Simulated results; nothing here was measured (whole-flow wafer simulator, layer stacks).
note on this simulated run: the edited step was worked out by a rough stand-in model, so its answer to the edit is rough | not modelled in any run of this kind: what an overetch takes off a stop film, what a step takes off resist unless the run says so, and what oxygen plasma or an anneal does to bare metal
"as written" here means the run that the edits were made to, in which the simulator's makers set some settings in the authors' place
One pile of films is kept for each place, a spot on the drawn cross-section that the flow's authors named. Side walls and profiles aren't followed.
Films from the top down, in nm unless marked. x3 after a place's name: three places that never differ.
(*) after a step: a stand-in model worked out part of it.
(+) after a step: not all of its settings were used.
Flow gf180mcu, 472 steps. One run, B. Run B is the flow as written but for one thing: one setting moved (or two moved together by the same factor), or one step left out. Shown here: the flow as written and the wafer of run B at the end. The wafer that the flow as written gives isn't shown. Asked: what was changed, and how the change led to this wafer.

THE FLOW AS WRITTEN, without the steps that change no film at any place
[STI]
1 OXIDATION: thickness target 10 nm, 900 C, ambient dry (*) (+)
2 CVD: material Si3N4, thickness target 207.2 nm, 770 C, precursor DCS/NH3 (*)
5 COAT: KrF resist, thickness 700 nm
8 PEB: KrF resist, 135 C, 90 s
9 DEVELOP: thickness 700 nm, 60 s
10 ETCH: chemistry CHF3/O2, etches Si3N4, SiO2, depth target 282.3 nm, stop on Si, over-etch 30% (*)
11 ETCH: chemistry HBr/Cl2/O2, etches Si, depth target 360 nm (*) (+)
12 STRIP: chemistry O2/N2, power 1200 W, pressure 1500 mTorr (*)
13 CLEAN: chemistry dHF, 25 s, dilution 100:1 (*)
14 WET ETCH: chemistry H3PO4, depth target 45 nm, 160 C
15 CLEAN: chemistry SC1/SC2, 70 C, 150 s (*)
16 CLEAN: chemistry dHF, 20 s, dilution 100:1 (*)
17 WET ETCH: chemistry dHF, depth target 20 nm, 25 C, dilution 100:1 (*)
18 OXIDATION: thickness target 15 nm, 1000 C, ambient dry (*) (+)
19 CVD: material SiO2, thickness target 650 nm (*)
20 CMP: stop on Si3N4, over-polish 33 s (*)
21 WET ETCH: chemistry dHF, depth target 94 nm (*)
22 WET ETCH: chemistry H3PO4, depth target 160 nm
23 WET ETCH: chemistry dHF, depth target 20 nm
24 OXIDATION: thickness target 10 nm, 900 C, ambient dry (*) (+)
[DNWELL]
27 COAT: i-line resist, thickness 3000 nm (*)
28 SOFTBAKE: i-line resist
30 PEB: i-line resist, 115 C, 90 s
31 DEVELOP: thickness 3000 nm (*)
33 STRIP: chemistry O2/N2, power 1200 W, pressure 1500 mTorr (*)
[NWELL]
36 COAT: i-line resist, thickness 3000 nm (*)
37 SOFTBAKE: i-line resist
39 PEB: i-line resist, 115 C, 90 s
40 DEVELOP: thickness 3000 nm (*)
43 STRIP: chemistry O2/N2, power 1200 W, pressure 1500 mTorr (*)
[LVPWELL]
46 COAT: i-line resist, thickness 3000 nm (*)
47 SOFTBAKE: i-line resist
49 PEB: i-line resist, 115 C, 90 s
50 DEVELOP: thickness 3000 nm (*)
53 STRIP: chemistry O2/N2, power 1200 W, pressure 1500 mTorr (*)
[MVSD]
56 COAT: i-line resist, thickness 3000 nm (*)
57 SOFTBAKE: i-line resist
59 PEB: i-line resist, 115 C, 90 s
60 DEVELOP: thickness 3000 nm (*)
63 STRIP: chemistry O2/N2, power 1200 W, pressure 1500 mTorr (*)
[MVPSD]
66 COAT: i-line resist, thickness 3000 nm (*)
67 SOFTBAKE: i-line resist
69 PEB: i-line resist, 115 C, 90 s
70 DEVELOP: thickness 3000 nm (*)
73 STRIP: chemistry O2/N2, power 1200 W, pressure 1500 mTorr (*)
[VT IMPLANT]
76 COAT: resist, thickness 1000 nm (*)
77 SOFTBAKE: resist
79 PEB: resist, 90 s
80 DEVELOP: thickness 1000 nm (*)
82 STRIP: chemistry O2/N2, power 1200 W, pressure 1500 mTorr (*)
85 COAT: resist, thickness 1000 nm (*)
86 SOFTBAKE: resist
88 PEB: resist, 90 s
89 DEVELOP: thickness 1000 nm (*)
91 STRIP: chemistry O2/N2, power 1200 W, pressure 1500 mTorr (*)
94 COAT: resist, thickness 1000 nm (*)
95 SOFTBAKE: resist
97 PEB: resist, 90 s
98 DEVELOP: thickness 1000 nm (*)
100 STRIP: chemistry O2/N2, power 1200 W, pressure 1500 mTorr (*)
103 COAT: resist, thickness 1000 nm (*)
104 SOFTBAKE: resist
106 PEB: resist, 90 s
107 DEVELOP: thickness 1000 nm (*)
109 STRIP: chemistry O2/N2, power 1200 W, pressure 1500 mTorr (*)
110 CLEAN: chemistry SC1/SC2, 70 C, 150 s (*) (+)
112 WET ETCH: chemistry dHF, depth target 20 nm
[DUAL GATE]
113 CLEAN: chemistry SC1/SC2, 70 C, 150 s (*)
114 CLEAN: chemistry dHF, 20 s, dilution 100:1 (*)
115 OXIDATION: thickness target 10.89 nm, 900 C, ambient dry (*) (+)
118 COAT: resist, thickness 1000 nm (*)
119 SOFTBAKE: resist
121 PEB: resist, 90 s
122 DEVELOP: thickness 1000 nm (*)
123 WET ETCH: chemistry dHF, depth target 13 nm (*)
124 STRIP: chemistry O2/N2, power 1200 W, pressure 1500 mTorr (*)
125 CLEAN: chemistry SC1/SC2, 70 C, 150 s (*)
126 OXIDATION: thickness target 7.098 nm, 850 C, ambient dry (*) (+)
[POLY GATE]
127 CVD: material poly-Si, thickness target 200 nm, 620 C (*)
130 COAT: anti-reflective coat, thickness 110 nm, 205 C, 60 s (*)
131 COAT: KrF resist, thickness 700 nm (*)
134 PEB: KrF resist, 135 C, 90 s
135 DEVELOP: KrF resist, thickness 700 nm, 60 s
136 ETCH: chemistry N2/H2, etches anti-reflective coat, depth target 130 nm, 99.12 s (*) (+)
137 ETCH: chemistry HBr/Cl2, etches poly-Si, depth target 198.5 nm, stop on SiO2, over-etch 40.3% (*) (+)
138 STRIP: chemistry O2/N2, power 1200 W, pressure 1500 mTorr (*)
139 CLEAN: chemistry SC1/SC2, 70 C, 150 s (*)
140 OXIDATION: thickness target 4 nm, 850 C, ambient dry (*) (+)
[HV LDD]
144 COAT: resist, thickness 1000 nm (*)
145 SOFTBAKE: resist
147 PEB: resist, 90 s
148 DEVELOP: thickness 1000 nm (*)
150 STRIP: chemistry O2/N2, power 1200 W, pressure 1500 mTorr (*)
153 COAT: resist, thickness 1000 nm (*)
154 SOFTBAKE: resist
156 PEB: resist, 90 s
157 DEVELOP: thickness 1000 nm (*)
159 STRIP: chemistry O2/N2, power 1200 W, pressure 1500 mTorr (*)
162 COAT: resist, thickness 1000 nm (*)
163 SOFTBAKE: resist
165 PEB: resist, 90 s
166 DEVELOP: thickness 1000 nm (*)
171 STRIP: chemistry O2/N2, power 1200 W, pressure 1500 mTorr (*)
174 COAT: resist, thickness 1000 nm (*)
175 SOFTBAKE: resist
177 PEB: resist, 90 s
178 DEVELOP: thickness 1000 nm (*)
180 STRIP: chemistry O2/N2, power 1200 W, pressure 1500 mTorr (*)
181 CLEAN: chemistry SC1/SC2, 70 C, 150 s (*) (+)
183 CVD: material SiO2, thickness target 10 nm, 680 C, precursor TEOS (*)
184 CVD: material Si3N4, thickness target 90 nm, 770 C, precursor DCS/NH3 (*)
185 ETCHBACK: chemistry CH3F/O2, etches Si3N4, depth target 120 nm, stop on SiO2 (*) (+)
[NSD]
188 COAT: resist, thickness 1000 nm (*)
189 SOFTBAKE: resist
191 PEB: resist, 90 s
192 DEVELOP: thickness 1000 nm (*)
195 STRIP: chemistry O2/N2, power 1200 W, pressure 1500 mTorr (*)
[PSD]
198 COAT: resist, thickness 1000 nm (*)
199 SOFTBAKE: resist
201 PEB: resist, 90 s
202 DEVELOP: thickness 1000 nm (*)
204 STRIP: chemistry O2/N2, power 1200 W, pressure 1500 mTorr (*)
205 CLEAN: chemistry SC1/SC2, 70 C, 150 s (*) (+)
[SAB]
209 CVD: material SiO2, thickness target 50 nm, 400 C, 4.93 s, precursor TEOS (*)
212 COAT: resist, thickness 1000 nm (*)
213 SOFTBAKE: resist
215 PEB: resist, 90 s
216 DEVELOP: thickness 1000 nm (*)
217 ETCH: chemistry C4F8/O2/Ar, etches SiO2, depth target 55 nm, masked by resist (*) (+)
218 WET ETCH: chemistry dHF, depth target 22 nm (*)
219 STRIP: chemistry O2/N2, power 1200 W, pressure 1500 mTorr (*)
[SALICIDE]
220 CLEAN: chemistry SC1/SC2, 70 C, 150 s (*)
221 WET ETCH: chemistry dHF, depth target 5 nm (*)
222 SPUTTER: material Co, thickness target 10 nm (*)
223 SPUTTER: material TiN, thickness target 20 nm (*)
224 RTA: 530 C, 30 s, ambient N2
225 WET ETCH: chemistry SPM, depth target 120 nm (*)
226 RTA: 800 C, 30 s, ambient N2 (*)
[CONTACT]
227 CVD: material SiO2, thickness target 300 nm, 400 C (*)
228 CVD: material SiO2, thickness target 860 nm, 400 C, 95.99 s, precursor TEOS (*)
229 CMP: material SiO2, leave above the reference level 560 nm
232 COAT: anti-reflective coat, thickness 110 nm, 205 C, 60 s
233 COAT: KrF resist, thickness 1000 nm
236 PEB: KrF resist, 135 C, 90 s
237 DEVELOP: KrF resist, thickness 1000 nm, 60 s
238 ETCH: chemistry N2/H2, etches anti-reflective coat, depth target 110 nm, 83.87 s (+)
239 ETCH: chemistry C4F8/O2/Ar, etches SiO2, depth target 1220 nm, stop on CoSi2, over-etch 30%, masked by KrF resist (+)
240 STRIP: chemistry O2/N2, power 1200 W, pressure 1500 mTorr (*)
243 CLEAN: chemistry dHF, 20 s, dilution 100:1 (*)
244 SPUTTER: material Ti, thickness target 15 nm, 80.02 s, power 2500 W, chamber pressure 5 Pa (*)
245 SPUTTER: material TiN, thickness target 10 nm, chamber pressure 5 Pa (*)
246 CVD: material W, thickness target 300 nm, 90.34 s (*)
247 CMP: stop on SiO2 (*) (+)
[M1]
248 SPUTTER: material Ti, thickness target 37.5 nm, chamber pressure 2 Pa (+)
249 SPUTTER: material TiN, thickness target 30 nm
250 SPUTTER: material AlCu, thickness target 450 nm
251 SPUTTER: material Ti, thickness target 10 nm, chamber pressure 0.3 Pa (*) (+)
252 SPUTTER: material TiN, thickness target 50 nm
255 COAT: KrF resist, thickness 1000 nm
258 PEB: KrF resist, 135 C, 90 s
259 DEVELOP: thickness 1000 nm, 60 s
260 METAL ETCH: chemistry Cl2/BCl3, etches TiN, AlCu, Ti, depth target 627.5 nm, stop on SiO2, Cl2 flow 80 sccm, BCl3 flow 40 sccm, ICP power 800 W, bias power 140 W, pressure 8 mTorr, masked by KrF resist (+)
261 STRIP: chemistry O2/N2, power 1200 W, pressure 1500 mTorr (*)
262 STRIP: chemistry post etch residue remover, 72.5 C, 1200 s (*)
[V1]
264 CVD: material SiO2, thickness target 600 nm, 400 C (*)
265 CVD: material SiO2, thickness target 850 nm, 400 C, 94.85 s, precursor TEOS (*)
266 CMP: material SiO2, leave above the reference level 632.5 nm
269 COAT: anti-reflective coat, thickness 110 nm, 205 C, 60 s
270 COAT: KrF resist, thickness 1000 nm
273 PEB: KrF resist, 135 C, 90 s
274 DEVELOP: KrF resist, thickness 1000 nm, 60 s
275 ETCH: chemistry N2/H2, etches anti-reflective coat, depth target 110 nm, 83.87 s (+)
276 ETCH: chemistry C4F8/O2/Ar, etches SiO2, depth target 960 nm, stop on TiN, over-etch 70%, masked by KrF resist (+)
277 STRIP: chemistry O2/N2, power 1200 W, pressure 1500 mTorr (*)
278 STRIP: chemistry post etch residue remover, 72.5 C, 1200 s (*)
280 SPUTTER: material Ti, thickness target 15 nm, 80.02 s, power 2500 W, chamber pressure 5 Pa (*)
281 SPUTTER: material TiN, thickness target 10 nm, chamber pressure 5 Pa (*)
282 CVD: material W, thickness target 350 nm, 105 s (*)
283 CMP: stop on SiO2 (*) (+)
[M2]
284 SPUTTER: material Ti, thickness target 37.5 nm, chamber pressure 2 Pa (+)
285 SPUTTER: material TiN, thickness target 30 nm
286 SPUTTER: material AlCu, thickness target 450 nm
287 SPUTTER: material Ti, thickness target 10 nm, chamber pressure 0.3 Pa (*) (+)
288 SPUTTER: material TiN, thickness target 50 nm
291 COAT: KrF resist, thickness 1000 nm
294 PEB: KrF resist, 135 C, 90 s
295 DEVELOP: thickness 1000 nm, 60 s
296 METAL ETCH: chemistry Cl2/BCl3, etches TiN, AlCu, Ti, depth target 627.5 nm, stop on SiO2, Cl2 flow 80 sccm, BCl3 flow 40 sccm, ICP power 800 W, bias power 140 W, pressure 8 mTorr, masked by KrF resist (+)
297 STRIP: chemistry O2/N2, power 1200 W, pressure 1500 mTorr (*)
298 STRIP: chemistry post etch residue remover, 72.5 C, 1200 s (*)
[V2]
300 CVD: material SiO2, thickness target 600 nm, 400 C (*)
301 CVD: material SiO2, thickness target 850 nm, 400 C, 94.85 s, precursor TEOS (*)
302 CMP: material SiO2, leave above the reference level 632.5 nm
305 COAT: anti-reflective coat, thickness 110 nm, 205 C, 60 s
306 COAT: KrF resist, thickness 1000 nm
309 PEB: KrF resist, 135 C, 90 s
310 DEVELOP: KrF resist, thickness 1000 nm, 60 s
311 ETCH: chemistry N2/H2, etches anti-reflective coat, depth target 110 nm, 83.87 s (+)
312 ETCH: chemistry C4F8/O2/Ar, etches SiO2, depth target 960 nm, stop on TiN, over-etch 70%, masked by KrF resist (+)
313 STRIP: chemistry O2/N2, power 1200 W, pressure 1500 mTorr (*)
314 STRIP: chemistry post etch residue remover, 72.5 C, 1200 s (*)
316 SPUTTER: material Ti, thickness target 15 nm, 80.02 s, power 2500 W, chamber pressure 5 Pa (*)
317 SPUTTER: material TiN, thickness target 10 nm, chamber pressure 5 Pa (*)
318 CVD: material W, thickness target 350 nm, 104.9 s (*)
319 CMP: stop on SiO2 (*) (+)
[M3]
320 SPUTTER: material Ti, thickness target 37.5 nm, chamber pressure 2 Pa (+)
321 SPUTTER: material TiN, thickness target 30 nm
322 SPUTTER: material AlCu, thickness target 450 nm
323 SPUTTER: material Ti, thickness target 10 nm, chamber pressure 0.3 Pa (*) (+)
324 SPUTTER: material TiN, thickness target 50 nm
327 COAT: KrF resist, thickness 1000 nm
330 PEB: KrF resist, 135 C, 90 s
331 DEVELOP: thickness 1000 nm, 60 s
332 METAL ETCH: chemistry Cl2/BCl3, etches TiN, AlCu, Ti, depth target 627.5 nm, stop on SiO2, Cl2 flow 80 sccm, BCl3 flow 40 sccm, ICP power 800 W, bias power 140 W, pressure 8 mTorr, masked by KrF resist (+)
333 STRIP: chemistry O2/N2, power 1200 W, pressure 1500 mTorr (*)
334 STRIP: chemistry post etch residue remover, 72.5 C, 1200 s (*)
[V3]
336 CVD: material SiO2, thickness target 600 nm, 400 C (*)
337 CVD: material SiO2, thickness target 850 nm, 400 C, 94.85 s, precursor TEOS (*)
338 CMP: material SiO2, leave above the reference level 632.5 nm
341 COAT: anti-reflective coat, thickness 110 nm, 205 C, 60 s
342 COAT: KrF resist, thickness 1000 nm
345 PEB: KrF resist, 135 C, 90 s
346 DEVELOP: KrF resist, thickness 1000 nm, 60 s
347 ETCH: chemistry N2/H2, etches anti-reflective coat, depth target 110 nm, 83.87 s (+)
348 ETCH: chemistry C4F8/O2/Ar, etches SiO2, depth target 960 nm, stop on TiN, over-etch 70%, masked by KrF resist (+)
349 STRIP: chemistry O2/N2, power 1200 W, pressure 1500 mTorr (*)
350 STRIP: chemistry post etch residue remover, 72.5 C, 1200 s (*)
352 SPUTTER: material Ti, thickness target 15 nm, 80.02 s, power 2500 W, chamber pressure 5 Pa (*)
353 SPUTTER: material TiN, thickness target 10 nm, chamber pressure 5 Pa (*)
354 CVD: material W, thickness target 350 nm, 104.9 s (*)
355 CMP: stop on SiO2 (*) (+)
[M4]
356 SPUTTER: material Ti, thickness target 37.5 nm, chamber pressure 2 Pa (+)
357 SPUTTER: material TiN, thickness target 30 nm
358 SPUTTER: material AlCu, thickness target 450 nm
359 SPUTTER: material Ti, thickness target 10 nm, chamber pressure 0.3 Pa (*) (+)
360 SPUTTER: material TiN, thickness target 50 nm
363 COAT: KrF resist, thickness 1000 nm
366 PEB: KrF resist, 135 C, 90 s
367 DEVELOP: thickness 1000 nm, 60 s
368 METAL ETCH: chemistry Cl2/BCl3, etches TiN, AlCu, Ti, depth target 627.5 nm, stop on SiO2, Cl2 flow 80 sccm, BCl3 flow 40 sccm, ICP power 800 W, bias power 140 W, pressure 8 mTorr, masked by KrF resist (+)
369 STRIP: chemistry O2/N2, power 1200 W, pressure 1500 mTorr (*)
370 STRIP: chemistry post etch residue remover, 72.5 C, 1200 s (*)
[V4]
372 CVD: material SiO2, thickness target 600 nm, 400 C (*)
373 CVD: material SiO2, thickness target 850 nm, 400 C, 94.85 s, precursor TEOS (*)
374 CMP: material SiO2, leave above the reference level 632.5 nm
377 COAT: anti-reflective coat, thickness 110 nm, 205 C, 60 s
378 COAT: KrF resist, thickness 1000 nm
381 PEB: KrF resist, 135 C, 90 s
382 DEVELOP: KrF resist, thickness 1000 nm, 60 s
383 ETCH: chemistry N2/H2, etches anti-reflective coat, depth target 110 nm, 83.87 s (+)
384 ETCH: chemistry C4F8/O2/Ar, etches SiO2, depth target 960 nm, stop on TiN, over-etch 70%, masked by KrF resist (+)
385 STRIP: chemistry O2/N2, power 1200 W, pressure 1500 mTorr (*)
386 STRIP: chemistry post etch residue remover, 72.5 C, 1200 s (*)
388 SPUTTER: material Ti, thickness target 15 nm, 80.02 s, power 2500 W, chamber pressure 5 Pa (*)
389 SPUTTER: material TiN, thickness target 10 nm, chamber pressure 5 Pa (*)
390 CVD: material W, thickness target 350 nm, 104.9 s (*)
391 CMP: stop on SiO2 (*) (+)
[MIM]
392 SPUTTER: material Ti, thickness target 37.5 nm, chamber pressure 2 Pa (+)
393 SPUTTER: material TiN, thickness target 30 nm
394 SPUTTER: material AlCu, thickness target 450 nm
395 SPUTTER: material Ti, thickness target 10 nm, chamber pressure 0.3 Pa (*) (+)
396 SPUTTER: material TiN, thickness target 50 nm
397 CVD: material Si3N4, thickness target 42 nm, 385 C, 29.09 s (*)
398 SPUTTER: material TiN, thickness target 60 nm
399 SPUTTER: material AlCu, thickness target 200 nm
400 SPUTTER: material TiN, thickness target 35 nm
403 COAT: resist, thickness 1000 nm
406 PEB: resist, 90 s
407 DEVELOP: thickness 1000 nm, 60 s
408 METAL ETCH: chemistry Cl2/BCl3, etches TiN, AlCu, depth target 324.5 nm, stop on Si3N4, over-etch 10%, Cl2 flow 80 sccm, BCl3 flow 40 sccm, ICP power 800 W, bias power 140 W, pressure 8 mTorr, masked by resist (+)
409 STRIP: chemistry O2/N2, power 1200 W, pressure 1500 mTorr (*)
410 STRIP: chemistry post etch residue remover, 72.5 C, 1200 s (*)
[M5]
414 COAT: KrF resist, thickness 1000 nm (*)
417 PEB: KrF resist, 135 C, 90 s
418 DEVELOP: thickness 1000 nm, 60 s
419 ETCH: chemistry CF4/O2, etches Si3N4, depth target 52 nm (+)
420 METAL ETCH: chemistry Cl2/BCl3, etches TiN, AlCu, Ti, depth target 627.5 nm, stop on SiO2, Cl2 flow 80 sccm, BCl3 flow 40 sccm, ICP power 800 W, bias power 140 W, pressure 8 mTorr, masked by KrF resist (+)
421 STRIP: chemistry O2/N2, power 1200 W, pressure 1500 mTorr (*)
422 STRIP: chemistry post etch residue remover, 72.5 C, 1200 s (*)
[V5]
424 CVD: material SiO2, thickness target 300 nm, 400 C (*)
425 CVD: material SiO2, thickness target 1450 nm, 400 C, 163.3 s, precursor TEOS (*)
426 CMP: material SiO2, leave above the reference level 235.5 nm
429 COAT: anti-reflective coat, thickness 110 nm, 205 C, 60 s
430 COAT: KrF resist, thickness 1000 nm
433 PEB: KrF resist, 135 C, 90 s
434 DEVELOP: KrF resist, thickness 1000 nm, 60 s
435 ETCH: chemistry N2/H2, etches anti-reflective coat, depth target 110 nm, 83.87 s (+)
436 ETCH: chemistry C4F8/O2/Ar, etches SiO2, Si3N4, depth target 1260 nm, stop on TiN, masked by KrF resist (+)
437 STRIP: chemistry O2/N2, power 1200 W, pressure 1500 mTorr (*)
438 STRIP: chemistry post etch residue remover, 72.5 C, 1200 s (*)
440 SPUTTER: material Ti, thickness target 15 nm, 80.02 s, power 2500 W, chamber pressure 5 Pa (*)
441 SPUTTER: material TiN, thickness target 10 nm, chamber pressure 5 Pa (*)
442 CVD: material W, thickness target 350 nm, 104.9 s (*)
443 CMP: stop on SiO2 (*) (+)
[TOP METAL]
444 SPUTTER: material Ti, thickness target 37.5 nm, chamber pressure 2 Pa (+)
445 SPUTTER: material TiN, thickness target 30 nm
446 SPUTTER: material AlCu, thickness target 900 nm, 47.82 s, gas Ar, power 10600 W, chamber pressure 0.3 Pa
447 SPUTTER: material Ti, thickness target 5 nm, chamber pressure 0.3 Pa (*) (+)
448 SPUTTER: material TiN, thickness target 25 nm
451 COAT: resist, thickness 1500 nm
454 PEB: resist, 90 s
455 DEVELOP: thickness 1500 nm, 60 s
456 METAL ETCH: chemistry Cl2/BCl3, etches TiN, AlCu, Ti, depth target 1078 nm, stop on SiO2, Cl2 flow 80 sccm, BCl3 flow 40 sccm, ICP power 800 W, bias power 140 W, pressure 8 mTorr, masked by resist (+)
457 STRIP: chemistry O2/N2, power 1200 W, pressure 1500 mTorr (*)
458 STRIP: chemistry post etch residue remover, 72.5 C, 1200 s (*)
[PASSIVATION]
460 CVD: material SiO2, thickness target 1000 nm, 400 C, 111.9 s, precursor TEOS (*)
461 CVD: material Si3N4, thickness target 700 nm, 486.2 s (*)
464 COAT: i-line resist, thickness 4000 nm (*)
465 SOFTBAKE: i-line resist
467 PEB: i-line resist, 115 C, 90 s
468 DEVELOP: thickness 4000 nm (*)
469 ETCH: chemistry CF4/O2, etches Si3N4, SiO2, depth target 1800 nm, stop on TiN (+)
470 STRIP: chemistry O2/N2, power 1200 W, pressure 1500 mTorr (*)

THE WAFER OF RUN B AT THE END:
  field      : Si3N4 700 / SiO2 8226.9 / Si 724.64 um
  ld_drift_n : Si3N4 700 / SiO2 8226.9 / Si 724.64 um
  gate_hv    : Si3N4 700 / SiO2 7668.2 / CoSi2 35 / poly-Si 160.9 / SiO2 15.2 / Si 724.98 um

The cause: step 115, OXIDATION: thickness target 11.98 nm was run, where the flow has thickness target 10.89 nm.

How the change led to this, step by step:
  115 OXIDATION: thickness target 10.89 nm, 900 C, ambient dry (*) (+)
      active, n_well, p_well and 40 more: SiO2 +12 (new film), Si -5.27 (as written it would be: SiO2 +10.9 (new film), Si -4.79)
  123 WET ETCH: chemistry dHF, depth target 13 nm (*)
      active, n_well, p_well and 12 more: SiO2 -12 (all of it) (as written it would be: SiO2 -10.9 (all of it))
  189 SOFTBAKE: resist
      field__w9: resist -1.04 (as written it would be: resist +1.85)
  199 SOFTBAKE: resist
      field__w9: resist -1.04 (as written it would be: resist +1.85)
  218 WET ETCH: chemistry dHF, depth target 22 nm (*)
      ldn_tap, ldn_src, ldn_drn, ldp_tap, ldp_src, ldp_drn, ldp_gr: SiO2 -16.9 (all of it) (as written it would be: SiO2 -16 (all of it))
      ld_drn_n, ld_sd_p: SiO2 -15.7 (all of it) (as written it would be: SiO2 -14.8 (all of it))
      (and at 5 more places)
